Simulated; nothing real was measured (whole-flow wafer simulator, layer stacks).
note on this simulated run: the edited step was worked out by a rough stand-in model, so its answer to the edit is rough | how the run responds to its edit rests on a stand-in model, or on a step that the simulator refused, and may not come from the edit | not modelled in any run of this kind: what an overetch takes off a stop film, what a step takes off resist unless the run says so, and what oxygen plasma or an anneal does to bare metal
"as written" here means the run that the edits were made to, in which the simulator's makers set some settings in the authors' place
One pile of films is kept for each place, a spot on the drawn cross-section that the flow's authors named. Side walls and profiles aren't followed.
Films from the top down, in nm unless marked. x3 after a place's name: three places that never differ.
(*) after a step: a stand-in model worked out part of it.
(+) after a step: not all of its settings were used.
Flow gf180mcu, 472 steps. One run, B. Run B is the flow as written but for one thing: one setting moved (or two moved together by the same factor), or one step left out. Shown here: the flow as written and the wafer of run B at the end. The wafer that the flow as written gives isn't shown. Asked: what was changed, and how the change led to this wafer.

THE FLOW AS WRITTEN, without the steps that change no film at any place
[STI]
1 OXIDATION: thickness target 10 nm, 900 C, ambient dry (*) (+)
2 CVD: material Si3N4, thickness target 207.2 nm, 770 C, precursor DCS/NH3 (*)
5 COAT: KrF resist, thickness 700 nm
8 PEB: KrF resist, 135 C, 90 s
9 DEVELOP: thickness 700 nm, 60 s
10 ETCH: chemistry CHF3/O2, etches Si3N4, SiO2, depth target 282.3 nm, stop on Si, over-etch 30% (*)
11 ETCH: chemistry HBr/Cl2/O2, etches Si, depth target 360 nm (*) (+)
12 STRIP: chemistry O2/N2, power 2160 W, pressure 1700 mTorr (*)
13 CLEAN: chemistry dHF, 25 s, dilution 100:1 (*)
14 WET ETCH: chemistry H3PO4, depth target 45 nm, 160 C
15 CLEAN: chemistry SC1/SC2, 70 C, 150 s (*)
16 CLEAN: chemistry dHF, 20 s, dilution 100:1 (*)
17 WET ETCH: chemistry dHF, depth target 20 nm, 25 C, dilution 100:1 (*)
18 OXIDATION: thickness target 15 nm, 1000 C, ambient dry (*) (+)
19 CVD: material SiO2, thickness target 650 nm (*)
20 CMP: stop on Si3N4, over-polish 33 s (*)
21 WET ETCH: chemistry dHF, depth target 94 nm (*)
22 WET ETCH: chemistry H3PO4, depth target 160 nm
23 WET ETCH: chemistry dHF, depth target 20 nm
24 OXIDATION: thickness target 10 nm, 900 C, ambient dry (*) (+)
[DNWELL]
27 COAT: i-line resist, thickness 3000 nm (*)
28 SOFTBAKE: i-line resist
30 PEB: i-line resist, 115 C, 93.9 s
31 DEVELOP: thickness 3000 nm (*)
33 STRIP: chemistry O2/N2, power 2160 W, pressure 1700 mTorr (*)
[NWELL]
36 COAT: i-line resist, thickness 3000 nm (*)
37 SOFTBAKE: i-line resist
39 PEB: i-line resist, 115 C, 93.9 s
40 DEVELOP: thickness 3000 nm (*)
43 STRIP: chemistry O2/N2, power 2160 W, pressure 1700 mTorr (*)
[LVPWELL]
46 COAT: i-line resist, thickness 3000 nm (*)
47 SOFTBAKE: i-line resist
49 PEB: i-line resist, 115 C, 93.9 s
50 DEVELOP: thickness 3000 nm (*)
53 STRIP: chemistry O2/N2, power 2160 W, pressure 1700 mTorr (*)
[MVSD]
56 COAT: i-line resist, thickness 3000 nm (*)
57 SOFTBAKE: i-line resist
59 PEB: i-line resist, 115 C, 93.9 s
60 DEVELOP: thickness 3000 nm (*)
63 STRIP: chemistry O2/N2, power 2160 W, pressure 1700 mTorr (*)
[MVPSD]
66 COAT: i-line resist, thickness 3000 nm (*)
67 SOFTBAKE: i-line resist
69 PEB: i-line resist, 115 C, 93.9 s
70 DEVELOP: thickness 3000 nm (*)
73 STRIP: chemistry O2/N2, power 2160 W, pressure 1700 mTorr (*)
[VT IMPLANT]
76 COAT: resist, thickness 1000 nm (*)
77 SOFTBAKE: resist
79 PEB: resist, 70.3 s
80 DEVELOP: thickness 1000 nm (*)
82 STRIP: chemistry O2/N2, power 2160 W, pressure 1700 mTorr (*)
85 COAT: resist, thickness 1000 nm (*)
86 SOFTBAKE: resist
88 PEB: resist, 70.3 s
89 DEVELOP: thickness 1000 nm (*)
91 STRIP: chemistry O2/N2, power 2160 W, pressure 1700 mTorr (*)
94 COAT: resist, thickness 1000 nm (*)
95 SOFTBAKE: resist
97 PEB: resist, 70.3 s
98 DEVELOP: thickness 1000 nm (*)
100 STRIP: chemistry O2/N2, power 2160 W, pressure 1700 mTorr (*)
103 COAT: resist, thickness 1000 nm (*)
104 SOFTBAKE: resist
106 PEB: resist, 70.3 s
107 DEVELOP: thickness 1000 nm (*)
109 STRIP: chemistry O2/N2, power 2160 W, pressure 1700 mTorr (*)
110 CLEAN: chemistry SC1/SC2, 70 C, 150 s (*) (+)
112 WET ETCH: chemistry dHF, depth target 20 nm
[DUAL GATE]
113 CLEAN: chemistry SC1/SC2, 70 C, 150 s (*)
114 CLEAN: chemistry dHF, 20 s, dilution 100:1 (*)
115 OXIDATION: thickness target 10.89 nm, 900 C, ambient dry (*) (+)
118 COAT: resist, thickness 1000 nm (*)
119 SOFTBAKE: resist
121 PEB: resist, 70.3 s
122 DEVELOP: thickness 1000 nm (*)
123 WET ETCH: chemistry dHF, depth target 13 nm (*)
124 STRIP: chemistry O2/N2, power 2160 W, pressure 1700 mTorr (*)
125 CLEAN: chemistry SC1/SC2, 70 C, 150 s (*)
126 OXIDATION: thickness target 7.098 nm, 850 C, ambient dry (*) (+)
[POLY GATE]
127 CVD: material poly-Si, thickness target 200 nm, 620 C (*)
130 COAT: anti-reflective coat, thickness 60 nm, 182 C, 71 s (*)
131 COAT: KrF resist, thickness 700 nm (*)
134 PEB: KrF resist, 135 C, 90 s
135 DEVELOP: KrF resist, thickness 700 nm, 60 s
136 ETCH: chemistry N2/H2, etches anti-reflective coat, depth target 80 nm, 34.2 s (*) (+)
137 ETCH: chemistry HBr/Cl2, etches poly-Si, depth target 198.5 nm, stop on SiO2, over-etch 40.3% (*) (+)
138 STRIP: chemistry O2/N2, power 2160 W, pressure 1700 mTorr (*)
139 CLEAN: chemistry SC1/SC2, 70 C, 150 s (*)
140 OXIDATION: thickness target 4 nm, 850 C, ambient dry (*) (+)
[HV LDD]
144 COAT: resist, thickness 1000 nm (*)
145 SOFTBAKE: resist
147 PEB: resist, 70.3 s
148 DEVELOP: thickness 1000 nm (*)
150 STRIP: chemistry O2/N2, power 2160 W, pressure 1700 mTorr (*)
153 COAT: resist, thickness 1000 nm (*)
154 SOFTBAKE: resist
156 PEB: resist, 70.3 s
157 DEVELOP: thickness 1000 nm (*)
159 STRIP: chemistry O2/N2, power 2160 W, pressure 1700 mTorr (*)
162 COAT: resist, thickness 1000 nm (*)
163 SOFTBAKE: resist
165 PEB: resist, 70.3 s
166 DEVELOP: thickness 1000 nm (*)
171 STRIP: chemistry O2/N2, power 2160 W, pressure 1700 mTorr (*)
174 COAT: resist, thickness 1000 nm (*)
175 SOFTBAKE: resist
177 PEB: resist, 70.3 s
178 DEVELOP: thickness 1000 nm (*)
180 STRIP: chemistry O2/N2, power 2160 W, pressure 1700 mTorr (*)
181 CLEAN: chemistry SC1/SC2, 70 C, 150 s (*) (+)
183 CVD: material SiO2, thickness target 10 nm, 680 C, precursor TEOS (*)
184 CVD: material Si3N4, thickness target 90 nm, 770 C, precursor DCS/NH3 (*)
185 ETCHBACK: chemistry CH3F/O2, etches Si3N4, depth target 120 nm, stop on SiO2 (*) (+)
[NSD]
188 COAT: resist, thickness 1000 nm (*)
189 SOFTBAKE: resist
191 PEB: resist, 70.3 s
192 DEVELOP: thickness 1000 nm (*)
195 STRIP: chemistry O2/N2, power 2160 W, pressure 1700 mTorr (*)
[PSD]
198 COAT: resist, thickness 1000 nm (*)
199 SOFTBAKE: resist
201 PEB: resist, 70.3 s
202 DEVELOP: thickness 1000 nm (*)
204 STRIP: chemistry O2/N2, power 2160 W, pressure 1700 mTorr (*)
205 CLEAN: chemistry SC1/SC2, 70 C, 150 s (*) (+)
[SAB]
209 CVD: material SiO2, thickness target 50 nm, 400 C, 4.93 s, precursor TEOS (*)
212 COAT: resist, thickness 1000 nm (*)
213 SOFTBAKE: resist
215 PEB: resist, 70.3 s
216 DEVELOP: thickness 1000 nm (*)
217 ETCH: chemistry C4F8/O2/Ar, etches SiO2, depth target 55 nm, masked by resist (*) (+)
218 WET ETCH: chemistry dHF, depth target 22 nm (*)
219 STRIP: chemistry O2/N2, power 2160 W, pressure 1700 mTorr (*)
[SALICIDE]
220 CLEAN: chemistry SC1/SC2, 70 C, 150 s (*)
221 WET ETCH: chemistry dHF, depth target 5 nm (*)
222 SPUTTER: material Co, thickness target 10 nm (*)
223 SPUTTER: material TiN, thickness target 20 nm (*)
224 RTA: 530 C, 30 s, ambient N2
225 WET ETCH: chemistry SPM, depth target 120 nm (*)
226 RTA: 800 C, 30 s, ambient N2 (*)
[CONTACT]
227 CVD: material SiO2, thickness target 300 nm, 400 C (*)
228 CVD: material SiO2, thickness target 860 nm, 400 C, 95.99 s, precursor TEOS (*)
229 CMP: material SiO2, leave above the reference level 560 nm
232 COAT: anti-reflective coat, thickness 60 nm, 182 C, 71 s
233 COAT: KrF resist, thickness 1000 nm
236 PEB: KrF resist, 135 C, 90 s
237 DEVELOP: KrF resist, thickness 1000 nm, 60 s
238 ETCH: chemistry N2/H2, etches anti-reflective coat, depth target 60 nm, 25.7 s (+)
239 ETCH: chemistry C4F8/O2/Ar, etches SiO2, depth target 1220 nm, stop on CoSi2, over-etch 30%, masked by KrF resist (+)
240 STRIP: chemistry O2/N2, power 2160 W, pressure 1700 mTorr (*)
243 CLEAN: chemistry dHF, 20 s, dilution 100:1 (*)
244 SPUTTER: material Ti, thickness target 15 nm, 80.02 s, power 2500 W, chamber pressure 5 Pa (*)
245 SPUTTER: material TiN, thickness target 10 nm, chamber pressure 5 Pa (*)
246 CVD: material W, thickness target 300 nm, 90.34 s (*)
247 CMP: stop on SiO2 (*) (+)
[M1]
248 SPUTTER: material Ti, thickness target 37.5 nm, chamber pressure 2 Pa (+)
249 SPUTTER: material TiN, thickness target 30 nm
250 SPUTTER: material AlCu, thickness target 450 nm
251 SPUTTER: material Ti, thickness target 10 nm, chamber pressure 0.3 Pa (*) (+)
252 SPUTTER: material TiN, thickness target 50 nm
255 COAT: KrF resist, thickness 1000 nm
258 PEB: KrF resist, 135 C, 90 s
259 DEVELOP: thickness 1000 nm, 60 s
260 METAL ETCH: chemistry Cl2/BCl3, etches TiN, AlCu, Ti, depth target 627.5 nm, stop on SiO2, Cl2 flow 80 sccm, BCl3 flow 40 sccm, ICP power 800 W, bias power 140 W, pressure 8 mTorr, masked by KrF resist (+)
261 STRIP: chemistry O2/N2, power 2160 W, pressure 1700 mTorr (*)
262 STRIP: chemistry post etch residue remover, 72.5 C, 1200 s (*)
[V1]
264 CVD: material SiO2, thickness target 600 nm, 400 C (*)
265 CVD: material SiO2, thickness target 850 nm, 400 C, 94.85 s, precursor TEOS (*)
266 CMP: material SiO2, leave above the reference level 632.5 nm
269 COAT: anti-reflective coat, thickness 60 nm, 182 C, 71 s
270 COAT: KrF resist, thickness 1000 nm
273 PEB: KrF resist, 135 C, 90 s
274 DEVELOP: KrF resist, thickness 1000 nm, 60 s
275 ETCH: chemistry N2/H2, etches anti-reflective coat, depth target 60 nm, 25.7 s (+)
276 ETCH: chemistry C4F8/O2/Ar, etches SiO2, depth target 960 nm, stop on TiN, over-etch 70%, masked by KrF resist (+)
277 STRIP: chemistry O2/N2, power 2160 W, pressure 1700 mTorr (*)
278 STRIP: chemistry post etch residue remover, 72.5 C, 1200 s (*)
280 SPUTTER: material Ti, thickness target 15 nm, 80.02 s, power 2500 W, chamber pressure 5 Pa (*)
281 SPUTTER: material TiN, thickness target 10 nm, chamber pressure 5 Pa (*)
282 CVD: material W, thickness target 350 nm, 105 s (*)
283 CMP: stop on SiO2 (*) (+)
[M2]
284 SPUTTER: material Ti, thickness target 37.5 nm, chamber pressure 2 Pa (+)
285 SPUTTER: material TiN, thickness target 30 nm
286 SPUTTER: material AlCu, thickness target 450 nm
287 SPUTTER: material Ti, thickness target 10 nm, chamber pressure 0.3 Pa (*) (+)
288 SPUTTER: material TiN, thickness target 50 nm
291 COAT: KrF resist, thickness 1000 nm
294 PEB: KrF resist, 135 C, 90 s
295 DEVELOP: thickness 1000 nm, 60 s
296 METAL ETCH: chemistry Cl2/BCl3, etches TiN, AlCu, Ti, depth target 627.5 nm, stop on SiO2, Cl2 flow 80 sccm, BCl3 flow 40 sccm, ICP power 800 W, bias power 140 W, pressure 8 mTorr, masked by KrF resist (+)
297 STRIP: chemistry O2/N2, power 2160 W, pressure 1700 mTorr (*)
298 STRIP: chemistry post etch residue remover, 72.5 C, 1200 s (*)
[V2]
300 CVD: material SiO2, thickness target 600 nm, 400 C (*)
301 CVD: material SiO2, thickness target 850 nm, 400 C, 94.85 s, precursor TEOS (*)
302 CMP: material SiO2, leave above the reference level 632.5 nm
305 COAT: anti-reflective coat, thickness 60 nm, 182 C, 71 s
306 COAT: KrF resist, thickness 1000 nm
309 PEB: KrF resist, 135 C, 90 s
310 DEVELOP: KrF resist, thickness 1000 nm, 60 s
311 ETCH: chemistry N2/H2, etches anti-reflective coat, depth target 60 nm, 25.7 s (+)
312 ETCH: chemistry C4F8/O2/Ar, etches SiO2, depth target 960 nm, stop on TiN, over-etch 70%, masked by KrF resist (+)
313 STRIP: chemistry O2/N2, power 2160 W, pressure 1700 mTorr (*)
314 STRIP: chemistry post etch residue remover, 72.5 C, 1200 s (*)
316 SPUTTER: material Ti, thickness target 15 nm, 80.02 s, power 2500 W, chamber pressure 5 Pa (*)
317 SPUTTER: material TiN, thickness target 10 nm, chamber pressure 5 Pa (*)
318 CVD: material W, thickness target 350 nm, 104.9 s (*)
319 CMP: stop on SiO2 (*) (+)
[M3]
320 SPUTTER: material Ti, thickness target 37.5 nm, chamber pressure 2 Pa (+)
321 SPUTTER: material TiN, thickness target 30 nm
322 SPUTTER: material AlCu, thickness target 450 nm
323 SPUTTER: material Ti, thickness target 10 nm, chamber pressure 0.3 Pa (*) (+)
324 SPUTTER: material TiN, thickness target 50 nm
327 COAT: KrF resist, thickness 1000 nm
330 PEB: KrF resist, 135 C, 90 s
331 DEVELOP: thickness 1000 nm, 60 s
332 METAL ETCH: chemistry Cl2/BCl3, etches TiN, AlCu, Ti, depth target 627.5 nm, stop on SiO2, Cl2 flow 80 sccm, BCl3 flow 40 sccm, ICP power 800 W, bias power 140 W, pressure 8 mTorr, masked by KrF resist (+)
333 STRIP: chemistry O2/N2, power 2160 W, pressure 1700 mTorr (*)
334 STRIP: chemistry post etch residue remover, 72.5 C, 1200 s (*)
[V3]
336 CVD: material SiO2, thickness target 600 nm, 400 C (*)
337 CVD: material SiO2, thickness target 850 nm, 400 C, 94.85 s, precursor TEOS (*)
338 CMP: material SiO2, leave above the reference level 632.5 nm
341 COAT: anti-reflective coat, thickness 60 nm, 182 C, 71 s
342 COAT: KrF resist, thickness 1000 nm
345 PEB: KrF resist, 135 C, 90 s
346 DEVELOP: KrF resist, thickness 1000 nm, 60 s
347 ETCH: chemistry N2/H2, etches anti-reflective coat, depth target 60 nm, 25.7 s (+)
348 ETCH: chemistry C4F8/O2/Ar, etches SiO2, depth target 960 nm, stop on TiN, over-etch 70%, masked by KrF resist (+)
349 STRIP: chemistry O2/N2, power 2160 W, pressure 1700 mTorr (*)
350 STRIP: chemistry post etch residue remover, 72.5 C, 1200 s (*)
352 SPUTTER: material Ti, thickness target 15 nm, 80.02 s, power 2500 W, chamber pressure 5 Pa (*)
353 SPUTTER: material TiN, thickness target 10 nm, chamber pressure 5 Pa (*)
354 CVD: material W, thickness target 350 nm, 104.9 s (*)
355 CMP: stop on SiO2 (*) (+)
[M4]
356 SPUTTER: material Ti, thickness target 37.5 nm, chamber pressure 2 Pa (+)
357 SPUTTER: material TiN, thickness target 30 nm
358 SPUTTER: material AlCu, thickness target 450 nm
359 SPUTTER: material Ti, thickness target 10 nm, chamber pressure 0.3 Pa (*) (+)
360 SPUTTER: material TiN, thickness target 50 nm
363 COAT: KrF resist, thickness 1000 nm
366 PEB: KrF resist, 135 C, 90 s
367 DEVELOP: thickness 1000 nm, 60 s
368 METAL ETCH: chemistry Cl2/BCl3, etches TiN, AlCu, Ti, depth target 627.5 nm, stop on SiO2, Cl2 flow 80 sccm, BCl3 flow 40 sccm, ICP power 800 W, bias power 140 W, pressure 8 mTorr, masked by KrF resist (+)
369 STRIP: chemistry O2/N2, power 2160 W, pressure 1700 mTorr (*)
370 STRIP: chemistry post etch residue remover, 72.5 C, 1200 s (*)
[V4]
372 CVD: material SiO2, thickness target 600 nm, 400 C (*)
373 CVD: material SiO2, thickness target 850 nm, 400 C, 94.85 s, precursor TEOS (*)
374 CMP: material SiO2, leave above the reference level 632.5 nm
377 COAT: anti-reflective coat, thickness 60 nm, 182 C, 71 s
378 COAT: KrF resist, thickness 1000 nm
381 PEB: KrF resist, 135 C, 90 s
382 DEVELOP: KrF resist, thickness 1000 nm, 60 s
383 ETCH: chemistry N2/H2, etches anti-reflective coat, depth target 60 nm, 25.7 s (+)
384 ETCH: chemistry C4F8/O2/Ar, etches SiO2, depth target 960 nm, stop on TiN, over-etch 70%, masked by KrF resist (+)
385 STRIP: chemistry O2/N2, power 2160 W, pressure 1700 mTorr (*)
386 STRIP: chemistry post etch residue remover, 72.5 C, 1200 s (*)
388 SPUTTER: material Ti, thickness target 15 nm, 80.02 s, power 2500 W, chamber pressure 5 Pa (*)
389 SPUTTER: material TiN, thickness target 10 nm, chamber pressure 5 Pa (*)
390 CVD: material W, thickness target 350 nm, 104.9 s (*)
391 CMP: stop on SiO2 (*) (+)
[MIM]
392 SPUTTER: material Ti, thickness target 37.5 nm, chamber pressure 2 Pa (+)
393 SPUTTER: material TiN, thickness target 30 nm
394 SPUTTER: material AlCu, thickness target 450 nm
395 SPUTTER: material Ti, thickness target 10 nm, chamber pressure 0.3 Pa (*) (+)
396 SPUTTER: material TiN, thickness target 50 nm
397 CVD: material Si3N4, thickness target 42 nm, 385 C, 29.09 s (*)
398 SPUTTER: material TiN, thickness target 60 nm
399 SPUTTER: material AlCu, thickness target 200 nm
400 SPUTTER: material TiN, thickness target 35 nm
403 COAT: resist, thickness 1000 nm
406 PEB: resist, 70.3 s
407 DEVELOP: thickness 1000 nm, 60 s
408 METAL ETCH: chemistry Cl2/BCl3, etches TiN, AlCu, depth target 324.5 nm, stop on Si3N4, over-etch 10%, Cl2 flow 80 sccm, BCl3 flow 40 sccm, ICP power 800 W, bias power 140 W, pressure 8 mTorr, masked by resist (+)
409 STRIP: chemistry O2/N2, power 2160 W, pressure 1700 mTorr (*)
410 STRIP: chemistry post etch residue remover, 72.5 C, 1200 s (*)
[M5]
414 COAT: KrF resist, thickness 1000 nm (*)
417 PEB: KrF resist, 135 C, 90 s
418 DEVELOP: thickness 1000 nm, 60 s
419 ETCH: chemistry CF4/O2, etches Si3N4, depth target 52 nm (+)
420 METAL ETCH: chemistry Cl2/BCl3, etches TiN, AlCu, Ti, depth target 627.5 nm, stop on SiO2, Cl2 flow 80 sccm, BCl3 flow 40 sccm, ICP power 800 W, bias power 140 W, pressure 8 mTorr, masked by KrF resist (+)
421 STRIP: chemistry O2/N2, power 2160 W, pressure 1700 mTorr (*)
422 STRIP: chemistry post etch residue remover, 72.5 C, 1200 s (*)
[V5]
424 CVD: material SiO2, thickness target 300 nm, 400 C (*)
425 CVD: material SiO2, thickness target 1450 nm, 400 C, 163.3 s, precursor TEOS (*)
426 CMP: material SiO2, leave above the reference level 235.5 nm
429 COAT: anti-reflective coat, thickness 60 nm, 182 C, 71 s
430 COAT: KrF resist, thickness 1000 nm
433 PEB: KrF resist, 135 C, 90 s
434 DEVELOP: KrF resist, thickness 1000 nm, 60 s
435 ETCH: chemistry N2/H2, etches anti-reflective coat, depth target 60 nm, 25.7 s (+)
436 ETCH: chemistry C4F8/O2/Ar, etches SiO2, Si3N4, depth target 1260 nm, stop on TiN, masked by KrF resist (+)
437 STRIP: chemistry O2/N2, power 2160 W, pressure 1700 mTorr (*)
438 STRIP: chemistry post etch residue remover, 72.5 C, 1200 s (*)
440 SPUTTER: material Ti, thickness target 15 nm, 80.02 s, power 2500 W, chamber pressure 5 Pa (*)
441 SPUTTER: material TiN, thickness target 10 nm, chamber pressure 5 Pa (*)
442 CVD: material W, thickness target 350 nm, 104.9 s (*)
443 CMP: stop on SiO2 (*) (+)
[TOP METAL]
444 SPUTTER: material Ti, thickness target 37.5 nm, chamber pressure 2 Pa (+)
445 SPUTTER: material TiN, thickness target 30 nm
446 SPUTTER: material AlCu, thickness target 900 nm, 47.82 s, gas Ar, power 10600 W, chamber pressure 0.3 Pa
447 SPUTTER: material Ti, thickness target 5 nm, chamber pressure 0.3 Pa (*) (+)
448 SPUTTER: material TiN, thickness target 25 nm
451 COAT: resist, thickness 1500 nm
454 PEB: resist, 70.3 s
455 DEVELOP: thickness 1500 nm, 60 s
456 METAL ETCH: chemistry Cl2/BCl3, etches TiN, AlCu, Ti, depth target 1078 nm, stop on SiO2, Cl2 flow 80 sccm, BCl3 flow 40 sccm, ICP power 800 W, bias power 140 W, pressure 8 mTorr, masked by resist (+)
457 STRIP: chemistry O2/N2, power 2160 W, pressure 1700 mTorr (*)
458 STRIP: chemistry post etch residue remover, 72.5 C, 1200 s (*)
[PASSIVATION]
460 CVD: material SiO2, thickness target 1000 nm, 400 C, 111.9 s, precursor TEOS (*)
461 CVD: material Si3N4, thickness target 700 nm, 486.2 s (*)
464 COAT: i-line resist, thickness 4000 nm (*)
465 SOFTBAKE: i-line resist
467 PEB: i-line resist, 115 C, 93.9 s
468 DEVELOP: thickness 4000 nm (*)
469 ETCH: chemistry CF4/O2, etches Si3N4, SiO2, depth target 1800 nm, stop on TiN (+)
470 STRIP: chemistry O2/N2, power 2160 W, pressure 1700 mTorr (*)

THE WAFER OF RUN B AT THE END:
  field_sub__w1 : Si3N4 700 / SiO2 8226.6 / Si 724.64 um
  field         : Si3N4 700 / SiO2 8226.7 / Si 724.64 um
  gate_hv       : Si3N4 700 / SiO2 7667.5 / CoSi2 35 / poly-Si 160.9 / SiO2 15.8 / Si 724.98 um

The cause: step 115, OXIDATION: thickness target 12.63 nm was run, where the flow has thickness target 10.89 nm.

How the change led to this, step by step:
  115 OXIDATION: thickness target 10.89 nm, 900 C, ambient dry (*) (+)
      active, n_well, p_well and 40 more: SiO2 +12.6 (new film), Si -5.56 (as written it would be: SiO2 +10.9 (new film), Si -4.79)
  123 WET ETCH: chemistry dHF, depth target 13 nm (*)
      active, n_well, p_well and 12 more: SiO2 -12.6 (all of it) (as written it would be: SiO2 -10.9 (all of it))
  189 SOFTBAKE: resist
      field__w9: resist -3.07 (as written it would be: resist +6.92)
  199 SOFTBAKE: resist
      field__w9: resist -3.07 (as written it would be: resist +6.92)
  218 WET ETCH: chemistry dHF, depth target 22 nm (*)
      ldn_tap, ldn_src, ldn_drn, ldp_tap, ldp_src, ldp_drn, ldp_gr: SiO2 -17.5 (all of it) (as written it would be: SiO2 -16 (all of it))
      ld_drn_n, ld_sd_p: SiO2 -16.3 (all of it) (as written it would be: SiO2 -14.8 (all of it))
      (and at 5 more places)
